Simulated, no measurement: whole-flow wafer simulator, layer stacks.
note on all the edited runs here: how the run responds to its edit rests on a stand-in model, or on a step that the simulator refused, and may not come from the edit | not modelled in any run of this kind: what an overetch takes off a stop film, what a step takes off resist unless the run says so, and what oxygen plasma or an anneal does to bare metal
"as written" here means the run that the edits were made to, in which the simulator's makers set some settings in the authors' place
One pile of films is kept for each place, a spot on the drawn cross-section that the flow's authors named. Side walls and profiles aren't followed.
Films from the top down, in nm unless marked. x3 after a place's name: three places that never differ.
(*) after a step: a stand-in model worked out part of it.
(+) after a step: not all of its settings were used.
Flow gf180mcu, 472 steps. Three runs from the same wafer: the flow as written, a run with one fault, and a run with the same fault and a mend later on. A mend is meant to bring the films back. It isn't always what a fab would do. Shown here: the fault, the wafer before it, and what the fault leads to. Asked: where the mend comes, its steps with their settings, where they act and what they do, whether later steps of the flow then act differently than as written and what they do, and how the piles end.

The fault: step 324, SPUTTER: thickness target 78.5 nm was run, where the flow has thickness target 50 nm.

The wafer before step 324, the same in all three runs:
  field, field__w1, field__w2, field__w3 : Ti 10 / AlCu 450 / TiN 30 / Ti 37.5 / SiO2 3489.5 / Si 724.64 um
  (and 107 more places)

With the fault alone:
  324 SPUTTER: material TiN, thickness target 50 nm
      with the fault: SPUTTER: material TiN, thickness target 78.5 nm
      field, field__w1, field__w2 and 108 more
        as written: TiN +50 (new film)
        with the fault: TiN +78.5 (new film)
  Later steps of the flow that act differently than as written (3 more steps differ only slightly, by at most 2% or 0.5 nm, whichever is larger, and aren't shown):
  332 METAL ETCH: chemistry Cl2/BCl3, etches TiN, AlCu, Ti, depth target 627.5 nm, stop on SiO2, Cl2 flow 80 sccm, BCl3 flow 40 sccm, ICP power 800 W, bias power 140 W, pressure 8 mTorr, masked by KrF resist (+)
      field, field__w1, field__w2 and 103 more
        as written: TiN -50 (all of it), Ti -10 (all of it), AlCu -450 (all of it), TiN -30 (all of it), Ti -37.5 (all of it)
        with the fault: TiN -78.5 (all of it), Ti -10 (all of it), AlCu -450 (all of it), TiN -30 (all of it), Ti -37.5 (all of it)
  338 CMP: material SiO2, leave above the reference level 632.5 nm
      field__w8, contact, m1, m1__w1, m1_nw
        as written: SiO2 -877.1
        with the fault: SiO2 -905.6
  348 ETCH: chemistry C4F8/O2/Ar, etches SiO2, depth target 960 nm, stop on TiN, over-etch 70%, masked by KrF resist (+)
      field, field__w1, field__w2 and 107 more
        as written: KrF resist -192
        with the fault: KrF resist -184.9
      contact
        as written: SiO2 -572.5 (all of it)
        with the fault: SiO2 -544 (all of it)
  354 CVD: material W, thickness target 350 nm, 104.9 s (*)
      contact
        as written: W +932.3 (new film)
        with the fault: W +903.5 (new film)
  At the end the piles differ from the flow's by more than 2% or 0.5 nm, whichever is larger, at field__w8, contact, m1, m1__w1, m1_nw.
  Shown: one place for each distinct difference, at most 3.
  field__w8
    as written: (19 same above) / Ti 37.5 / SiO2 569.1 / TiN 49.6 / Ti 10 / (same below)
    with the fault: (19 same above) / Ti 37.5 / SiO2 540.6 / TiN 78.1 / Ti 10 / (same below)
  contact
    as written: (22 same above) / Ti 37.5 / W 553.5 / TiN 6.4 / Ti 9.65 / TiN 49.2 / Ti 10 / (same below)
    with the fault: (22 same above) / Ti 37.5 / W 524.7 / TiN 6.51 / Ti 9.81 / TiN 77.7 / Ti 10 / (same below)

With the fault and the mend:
  The mend comes after step 331.
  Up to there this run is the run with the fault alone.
  331a STRIP: chemistry O2/N2, power 2160 W, pressure 1700 mTorr (*)
      field__w8, contact, m1, m1__w1, m1_nw
        KrF resist -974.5 (all of it)
  331b METAL ETCH: chemistry Cl2/BCl3, etches TiN, AlCu, Ti, depth target 28.5 nm, Cl2 flow 80 sccm, BCl3 flow 40 sccm, ICP power 800 W, bias power 140 W, pressure 8 mTorr (the flow's step 260 once more, with other settings)
      field, field__w1, field__w2 and 108 more
        TiN -28.5
  331c HMDS: 120 C, 60 s (the flow's step 326 once more)
      changes no film at any place that is followed
  331d COAT: KrF resist, thickness 1000 nm (the flow's step 327 once more)
      field, field__w1, field__w2 and 108 more
        KrF resist +1000 (new film)
  331e SOFTBAKE: KrF resist (the flow's step 328 once more)
      changes no film at any place that is followed
  331f EXPOSE: photomask Metal3 (the flow's step 329 once more)
      changes no film at any place that is followed
  331g PEB: KrF resist, 135 C, 90 s (the flow's step 330 once more)
      field, field__w1, field__w2 and 108 more
        KrF resist -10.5
  331h DEVELOP: thickness 1000 nm, 60 s (the flow's step 331 once more)
      field, field__w1, field__w2 and 103 more
        KrF resist -989.5 (all of it)
      field__w8, contact, m1, m1__w1, m1_nw
        KrF resist -14.9
  No later step of the flow acts differently than as written at any place that is followed.
  At the end the piles are the same as the flow's at every place that both follow.
